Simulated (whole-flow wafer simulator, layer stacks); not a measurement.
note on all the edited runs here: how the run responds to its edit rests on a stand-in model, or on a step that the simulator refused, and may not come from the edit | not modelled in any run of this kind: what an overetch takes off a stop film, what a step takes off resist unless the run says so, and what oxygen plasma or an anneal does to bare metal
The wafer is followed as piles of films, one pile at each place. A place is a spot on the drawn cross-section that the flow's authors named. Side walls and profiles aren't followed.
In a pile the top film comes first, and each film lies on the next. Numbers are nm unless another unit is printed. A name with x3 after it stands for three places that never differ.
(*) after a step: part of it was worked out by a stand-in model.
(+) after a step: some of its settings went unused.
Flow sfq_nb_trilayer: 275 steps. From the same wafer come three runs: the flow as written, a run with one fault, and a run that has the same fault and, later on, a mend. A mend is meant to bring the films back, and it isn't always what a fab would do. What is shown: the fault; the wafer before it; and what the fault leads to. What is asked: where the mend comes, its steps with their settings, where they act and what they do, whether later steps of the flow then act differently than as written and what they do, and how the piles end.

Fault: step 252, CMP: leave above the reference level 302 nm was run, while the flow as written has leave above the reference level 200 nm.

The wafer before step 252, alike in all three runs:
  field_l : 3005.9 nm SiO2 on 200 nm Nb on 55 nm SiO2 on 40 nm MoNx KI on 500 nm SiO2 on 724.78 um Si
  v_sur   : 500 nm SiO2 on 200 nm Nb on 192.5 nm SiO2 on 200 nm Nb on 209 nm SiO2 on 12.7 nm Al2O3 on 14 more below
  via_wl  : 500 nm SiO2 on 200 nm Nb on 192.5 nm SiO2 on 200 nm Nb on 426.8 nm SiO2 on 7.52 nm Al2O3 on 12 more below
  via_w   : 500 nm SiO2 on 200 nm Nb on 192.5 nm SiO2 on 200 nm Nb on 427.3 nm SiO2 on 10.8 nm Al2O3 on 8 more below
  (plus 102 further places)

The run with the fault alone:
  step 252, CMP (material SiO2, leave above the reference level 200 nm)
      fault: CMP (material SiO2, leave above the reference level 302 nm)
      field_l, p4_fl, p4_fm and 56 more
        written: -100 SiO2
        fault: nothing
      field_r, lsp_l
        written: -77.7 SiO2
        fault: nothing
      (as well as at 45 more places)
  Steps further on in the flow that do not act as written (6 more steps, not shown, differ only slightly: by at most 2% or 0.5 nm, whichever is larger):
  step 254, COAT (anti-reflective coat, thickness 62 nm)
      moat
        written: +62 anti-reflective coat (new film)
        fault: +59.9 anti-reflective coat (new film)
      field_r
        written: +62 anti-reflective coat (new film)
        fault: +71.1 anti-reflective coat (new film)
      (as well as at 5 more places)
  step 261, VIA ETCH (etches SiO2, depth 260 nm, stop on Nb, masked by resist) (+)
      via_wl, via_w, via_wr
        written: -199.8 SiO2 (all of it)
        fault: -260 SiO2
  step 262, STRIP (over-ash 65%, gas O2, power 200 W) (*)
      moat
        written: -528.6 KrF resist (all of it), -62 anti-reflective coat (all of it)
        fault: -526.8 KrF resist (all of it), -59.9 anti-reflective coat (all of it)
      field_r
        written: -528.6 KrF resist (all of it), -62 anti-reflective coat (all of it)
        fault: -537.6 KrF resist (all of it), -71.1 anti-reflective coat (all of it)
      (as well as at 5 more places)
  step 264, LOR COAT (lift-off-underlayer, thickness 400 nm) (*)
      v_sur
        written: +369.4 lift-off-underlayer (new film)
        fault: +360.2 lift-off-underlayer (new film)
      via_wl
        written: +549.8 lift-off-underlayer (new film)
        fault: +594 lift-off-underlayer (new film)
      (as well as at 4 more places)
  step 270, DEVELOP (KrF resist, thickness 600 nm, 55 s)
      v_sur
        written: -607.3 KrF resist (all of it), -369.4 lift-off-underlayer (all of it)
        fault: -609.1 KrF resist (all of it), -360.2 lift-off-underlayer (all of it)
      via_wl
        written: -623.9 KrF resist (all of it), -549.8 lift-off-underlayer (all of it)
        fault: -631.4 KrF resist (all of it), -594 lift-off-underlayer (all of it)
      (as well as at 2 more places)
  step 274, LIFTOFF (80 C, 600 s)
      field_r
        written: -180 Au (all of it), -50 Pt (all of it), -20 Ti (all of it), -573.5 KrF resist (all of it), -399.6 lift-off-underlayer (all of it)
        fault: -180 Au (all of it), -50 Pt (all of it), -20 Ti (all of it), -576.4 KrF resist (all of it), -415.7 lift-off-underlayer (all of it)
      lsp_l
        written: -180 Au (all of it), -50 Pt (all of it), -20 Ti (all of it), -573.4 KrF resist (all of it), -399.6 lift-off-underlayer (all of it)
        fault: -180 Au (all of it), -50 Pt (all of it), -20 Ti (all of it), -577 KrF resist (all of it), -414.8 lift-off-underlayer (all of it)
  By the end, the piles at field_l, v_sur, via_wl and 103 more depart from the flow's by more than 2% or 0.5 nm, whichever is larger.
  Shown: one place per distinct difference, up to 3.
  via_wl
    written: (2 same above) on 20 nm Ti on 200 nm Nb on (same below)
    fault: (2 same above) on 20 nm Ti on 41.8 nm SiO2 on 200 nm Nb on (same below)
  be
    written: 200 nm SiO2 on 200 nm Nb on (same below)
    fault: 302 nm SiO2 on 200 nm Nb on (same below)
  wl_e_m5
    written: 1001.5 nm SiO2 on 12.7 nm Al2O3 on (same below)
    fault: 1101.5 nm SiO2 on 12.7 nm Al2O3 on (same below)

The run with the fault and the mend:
  The mend stands after step 259.
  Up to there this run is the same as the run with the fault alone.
  step 259a, STRIP (over-ash 65%, gas O2, power 200 W) (*)
      p4_w1, p3_s1, p3_l2 and 10 more
        -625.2 KrF resist (all of it), -62 anti-reflective coat (all of it)
      p4_g1, p4_w2, p4_g2, p4_w3, p4_fr, m7r_line_l x2, m7r_space_l x2
        -625.1 KrF resist (all of it), -62 anti-reflective coat (all of it)
      wl_j_sl, wl_jj, wl_j_sr and 6 more
        -624.9 KrF resist (all of it), -61.9 anti-reflective coat (all of it)
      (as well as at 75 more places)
  step 259b, CMP (material SiO2, leave above the reference level 200 nm) (a further turn of the flow's step 252)
      field_l, p4_fl, p4_fm and 56 more
        -100 SiO2
      v_sur, via_wl, via_w and 40 more
        -102 SiO2
      field_r, lsp_l
        -77.7 SiO2
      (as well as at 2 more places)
  step 259c, COAT (anti-reflective coat, thickness 62 nm) (a further turn of the flow's step 254)
      field_l, v_sur, via_wl and 103 more
        +62 anti-reflective coat (new film)
  step 259d, COAT (KrF resist, thickness 650 nm) (a further turn of the flow's step 255)
      field_l, v_sur, via_wl and 103 more
        +650 KrF resist (new film)
  step 259e, SOFTBAKE (KrF resist) (a further turn of the flow's step 256)
      alters no film at any place that is followed
  step 259f, EXPOSE (photomask I7, dose 11.93 mJ/cm2, NA 0.6, wavelength 248 nm) (*) (a further turn of the flow's step 257)
      alters no film at any place that is followed
  step 259g, PEB (KrF resist, 90 s) (a further turn of the flow's step 258)
      field_l, v_sur, via_wl and 103 more
        -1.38 KrF resist
  step 259h, DEVELOP (KrF resist, thickness 650 nm, 60 s) (a further turn of the flow's step 259)
      field_l, v_sur, via_sp and 100 more
        -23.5 KrF resist
      via_wl, via_w, via_wr
        -648.6 KrF resist (all of it)
  Later steps of the flow that are run all act as written at every place that is followed.
  By the end, the piles equal the flow's at every place that both follow.
